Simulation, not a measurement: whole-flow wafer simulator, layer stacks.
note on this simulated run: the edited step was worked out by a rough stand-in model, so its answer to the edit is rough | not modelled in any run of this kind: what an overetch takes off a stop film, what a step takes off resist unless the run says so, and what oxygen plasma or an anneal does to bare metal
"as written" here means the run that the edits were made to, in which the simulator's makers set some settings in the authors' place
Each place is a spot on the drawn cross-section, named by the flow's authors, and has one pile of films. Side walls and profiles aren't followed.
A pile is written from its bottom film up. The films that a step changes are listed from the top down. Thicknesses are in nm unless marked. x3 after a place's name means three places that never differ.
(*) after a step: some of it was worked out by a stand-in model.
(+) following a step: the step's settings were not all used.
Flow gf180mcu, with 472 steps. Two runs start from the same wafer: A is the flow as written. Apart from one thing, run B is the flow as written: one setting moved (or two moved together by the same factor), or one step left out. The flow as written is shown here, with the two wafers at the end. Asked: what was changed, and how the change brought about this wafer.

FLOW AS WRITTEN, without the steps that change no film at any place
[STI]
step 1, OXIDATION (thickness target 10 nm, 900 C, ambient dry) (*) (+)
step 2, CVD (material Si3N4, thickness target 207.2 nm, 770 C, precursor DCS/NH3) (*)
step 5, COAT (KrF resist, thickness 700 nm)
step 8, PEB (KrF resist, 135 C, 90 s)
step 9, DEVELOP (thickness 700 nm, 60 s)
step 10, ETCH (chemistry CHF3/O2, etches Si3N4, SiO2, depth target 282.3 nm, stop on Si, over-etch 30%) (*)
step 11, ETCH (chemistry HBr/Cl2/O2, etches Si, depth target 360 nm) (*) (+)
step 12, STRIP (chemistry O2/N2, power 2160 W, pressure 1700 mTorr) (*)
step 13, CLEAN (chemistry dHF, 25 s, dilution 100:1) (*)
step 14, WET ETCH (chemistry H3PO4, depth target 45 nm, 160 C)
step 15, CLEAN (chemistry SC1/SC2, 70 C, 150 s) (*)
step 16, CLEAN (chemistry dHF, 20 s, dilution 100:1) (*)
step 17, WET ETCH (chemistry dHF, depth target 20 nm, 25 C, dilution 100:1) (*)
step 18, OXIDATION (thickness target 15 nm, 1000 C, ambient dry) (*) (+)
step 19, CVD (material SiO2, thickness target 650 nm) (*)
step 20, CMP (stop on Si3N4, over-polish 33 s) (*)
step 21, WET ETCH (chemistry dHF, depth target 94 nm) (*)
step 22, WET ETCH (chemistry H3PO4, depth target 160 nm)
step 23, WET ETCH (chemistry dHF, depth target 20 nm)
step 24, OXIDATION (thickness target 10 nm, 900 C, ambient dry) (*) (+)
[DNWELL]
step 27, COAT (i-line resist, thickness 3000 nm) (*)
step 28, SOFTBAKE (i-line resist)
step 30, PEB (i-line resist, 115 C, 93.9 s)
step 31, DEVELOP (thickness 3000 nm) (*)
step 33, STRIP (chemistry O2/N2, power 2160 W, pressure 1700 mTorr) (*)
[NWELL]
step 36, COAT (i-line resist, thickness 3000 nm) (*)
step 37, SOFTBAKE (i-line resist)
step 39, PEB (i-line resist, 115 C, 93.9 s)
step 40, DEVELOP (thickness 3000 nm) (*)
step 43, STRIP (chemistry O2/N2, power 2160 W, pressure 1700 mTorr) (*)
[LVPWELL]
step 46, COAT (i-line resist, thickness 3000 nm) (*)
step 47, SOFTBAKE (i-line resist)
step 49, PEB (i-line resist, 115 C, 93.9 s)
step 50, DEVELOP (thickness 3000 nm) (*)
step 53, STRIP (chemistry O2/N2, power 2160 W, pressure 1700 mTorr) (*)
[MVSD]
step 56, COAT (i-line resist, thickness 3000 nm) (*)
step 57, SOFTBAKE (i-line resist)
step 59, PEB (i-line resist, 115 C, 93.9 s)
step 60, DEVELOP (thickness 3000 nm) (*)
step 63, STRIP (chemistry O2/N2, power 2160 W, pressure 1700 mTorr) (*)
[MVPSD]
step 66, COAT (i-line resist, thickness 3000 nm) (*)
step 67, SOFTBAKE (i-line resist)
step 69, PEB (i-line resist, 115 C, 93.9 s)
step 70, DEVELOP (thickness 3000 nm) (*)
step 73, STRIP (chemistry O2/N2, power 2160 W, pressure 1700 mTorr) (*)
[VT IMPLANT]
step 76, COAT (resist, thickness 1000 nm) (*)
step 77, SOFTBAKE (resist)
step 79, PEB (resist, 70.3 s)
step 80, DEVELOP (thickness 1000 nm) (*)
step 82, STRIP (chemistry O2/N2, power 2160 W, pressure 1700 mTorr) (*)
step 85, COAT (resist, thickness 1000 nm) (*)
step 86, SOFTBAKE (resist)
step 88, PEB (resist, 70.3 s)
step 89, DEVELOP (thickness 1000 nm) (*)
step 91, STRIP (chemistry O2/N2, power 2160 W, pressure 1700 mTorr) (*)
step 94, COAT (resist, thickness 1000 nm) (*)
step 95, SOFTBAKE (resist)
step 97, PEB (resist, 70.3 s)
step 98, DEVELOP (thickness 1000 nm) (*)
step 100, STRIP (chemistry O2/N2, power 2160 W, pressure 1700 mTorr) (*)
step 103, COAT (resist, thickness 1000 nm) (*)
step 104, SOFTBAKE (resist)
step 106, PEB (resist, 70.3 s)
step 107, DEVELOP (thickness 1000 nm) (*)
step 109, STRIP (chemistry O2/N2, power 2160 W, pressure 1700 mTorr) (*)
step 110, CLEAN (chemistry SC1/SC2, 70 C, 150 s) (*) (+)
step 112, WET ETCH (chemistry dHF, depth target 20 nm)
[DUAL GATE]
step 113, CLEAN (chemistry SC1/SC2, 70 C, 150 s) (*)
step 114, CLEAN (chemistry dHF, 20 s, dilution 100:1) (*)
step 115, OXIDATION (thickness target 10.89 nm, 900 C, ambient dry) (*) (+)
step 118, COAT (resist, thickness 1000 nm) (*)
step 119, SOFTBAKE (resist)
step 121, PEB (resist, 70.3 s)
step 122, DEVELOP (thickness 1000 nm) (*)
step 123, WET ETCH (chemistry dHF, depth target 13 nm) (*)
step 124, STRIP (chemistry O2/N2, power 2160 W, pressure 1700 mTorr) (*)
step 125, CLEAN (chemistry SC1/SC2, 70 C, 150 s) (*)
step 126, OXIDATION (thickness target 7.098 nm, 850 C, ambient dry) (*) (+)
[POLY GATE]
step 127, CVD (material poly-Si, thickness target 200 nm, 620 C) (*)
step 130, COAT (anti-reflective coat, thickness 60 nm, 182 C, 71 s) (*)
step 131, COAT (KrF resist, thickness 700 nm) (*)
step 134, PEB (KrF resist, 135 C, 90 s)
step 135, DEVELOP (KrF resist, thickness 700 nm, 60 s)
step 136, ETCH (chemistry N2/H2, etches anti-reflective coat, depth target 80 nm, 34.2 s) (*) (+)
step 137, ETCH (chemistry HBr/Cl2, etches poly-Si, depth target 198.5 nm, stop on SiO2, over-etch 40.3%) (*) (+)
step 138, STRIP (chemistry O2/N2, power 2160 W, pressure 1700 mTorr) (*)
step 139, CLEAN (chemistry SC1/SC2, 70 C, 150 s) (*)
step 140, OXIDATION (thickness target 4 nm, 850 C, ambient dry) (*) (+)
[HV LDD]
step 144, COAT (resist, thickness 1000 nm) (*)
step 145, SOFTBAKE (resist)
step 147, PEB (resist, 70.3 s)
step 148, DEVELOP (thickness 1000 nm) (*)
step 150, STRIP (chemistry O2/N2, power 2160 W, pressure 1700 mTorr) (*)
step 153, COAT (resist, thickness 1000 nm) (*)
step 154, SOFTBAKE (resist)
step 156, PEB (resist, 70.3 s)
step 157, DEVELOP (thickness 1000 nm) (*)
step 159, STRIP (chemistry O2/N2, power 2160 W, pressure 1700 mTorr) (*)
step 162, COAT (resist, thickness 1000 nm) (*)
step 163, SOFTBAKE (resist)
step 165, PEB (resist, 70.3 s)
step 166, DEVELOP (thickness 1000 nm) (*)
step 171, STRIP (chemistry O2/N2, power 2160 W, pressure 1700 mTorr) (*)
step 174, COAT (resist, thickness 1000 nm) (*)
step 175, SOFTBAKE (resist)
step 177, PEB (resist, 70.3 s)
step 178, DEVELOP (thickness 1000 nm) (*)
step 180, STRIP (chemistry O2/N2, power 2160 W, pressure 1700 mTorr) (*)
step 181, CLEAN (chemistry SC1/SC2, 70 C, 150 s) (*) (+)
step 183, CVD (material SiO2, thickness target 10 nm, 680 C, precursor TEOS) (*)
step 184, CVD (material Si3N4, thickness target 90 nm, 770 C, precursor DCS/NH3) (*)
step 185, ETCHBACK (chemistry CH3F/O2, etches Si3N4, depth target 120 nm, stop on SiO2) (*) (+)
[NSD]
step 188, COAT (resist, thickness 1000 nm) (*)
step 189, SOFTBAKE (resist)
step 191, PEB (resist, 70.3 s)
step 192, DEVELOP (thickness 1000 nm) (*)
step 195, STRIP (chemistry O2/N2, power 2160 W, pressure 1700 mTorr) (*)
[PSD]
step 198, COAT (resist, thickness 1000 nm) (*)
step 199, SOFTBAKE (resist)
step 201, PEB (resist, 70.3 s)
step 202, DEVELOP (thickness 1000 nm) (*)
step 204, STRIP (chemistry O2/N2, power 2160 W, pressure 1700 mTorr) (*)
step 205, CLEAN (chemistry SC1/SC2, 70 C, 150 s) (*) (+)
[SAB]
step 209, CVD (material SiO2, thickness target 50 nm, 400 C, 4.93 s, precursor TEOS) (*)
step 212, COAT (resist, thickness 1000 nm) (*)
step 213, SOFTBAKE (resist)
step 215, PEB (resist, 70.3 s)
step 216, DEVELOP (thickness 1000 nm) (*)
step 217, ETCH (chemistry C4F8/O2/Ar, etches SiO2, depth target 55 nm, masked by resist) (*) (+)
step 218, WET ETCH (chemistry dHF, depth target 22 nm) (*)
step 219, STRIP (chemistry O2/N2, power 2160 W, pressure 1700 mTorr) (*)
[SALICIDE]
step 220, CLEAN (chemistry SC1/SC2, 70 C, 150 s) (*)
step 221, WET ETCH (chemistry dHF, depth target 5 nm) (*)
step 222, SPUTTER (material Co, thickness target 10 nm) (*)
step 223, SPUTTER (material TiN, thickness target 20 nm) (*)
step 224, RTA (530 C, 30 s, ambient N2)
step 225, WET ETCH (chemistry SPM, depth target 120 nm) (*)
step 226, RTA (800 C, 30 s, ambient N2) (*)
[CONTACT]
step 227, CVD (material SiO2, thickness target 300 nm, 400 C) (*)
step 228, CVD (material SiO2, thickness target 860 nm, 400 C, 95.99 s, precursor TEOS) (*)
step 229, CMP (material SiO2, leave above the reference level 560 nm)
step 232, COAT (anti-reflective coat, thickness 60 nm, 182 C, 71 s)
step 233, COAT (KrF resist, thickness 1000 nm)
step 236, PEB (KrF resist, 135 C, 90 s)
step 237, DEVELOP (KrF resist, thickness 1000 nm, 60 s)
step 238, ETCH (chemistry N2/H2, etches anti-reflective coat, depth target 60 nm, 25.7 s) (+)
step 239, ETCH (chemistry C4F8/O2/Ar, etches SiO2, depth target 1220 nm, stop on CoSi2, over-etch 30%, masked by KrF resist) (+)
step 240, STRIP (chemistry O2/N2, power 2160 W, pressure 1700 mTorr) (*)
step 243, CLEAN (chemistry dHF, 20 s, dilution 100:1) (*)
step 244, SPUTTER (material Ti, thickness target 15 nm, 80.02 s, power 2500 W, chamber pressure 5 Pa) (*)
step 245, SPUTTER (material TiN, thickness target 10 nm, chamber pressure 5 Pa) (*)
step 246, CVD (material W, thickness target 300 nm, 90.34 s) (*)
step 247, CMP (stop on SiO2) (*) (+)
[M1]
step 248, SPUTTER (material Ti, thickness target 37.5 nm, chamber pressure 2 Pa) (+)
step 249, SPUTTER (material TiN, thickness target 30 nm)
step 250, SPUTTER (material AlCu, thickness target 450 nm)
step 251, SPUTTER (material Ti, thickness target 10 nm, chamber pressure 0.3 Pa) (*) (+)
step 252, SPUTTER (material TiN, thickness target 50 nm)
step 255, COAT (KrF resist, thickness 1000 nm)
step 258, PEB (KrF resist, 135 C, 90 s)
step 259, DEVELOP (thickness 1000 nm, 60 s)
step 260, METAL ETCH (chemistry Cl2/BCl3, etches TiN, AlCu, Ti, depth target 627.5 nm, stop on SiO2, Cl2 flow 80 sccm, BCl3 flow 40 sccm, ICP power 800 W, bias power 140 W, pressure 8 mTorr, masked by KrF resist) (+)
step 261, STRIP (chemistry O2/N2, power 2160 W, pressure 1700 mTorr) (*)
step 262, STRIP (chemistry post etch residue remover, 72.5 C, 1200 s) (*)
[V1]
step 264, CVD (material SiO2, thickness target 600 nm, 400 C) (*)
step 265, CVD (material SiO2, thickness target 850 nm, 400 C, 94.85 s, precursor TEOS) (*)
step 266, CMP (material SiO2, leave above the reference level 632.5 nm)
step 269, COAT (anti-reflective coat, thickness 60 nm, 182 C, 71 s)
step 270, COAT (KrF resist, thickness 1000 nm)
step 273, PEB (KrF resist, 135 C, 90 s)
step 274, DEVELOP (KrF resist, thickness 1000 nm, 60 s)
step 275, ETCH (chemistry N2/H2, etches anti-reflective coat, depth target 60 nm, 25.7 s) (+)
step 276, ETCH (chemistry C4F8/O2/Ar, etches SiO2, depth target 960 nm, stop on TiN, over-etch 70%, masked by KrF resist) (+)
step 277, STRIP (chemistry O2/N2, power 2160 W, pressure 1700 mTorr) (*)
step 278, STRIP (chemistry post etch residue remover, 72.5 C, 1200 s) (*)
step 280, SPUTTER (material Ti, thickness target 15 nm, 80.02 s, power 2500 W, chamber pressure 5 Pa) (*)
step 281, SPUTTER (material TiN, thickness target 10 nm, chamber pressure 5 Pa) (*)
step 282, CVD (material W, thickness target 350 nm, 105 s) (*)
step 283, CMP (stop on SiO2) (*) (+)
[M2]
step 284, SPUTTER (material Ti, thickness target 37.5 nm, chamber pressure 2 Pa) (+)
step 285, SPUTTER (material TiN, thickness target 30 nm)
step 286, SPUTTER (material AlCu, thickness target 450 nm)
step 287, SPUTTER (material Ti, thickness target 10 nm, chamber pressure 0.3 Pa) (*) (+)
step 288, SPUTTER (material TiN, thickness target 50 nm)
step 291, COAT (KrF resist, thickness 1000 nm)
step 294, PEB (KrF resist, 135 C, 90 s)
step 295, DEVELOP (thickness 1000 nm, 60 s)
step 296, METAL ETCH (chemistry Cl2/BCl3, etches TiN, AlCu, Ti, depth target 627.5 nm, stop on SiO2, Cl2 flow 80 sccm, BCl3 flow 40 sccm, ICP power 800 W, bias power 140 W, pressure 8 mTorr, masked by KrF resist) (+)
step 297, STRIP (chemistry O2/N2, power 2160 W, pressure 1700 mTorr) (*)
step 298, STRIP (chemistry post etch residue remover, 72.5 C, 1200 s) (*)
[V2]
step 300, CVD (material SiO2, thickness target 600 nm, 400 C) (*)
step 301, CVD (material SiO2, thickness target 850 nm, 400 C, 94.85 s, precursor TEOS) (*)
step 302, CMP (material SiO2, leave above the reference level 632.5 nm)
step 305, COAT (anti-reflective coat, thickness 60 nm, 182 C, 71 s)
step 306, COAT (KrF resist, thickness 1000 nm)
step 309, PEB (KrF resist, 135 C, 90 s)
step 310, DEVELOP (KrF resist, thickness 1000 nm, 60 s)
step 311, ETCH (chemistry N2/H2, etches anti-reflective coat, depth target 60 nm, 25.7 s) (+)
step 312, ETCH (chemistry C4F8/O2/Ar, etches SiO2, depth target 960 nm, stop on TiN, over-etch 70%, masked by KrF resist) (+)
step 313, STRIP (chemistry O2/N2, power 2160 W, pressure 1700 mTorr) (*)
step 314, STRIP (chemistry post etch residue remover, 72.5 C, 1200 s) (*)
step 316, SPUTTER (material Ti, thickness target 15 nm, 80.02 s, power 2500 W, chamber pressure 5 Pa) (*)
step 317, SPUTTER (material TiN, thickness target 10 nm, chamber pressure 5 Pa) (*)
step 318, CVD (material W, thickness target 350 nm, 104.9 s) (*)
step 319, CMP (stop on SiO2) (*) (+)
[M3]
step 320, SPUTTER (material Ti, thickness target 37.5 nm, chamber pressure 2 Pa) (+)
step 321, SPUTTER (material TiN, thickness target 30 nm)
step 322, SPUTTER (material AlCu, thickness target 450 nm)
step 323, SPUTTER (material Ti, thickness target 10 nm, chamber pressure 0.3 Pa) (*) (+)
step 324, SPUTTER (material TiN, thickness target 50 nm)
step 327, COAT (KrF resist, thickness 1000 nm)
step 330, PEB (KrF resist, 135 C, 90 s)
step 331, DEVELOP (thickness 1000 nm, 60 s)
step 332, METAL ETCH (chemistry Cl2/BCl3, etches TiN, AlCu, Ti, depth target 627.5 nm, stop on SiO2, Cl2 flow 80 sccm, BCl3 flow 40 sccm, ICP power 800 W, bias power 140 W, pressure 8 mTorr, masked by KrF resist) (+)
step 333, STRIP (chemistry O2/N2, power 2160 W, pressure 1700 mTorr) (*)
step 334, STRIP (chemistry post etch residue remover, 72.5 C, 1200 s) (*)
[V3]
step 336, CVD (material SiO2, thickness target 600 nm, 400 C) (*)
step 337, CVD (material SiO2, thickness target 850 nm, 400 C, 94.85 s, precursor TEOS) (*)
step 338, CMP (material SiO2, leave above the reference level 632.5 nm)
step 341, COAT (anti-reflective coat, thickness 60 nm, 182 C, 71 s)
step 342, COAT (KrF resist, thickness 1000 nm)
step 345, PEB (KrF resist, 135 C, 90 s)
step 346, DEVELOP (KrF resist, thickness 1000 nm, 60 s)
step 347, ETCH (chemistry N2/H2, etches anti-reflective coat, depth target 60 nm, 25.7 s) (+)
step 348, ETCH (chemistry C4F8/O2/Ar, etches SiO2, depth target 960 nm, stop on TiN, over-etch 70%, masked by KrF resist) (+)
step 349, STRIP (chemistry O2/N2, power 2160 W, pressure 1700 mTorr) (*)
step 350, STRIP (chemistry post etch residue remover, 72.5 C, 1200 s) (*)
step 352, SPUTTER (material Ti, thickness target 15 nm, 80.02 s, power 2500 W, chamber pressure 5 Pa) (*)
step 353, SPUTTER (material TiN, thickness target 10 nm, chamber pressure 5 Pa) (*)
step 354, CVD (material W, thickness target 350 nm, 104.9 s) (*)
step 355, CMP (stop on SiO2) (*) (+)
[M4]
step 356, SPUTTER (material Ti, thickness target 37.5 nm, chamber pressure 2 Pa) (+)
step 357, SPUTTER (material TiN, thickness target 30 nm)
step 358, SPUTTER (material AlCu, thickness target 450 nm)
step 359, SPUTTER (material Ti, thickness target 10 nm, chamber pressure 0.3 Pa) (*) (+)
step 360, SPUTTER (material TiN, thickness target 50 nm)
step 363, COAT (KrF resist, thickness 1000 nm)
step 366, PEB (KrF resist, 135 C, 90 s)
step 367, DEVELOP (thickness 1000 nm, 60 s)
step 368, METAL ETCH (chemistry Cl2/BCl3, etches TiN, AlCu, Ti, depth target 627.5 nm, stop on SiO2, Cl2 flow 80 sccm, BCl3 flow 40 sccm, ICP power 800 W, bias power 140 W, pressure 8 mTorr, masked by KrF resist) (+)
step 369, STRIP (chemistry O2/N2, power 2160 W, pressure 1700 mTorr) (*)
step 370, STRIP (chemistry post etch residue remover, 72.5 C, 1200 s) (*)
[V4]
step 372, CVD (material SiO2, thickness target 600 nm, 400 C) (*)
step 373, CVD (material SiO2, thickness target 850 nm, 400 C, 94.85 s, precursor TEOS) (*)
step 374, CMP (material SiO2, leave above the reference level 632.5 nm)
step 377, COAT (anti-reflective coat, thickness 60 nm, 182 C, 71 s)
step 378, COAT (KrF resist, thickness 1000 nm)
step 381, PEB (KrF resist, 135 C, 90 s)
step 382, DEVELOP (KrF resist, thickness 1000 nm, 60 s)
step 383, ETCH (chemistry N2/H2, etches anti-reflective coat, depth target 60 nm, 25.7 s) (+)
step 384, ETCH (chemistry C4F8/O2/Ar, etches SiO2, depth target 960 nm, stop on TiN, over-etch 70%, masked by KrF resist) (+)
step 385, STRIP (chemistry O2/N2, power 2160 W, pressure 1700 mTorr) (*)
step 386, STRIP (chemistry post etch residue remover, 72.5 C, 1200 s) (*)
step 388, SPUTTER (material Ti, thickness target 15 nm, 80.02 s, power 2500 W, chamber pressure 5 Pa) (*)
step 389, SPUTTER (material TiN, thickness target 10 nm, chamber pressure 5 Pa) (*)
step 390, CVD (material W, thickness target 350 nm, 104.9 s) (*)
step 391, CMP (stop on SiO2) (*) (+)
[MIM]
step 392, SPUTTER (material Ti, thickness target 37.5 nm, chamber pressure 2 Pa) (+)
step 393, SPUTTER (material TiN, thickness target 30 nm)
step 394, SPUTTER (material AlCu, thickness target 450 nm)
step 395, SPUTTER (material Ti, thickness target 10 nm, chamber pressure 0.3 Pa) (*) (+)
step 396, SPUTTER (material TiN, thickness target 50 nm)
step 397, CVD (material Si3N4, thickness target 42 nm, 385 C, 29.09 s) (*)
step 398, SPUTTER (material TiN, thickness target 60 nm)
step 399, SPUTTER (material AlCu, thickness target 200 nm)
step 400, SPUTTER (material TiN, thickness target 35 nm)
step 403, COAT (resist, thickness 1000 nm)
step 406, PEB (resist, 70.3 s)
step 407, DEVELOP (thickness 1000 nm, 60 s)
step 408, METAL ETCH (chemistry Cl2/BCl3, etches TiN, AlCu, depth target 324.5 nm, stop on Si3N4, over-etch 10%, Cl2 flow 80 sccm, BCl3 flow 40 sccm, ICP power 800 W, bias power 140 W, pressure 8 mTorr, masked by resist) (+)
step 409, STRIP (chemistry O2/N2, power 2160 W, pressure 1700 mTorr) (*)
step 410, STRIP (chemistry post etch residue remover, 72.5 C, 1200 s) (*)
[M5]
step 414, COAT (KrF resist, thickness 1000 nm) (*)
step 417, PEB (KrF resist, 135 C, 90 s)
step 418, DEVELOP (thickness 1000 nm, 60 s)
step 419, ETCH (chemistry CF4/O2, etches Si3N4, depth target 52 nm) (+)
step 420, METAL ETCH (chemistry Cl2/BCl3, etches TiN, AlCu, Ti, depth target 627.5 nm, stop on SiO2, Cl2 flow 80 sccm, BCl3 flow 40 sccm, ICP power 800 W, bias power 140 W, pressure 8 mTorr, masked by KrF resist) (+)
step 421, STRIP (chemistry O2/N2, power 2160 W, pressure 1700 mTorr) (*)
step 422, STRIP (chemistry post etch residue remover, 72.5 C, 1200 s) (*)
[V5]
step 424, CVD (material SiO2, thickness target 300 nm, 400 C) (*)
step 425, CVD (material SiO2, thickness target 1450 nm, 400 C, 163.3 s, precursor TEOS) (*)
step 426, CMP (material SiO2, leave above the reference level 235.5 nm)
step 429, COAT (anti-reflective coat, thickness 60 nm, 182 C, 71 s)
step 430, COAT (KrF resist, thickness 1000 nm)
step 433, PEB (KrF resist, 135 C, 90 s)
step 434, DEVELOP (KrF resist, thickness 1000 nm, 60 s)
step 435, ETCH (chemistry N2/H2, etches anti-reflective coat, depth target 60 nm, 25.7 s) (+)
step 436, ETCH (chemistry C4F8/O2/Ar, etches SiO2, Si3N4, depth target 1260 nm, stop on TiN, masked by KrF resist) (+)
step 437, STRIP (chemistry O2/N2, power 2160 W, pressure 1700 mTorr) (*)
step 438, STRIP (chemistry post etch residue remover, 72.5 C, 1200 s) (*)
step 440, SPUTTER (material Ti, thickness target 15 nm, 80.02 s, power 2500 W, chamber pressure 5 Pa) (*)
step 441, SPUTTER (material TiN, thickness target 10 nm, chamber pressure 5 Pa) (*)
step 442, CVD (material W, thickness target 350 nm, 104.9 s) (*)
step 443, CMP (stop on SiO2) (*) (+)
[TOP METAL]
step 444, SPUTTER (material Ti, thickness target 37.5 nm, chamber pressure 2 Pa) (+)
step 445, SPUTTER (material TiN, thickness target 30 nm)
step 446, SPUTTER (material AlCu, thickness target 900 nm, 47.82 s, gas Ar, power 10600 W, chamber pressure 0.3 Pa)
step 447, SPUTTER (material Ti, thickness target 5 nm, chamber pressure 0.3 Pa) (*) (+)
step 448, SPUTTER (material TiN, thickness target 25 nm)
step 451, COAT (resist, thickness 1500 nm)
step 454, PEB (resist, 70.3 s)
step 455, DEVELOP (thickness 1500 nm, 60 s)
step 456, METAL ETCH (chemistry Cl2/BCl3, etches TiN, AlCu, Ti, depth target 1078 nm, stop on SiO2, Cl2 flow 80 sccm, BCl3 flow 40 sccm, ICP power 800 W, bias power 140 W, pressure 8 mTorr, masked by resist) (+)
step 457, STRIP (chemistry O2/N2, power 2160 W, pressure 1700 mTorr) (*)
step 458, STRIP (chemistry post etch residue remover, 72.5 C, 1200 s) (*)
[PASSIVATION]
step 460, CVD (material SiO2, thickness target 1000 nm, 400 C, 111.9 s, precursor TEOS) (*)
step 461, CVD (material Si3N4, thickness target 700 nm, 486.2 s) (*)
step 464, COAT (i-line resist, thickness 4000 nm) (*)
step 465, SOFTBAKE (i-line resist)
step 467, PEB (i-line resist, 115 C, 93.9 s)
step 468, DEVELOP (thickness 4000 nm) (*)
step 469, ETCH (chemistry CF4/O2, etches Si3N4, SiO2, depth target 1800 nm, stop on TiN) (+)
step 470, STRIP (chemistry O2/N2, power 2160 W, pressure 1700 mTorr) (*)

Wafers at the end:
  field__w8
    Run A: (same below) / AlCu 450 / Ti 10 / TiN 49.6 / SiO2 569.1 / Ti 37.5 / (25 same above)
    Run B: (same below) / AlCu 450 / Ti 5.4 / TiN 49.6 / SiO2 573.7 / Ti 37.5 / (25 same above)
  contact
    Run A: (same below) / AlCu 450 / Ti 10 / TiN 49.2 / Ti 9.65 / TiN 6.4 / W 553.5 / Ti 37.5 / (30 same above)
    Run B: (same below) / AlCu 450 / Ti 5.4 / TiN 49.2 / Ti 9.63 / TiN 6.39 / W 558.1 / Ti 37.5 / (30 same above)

The reason: step 287, SPUTTER: thickness target 5.4 nm was run, while the flow as written has thickness target 10 nm.
The wafer lets one read it off: field__w8 has Ti 5.4, and step 287 as written asks for 10 nm.

Step by step, how the change led to this:
  step 287, SPUTTER (material Ti, thickness target 10 nm, chamber pressure 0.3 Pa) (*) (+)
      field, field__w1, field__w2 and 108 more: A Ti gains 10 (new film) | B Ti gains 5.4 (new film)
  step 296, METAL ETCH (chemistry Cl2/BCl3, etches TiN, AlCu, Ti, depth target 627.5 nm, stop on SiO2, Cl2 flow 80 sccm, BCl3 flow 40 sccm, ICP power 800 W, bias power 140 W, pressure 8 mTorr, masked by KrF resist) (+)
      field, field__w1, field__w2 and 103 more: A TiN loses 50 (all of it), Ti loses 10 (all of it), AlCu loses 450 (all of it), TiN loses 30 (all of it), Ti loses 37.5 (all of it) | B TiN loses 50 (all of it), Ti loses 5.4 (all of it), AlCu loses 450 (all of it), TiN loses 30 (all of it), Ti loses 37.5 (all of it)
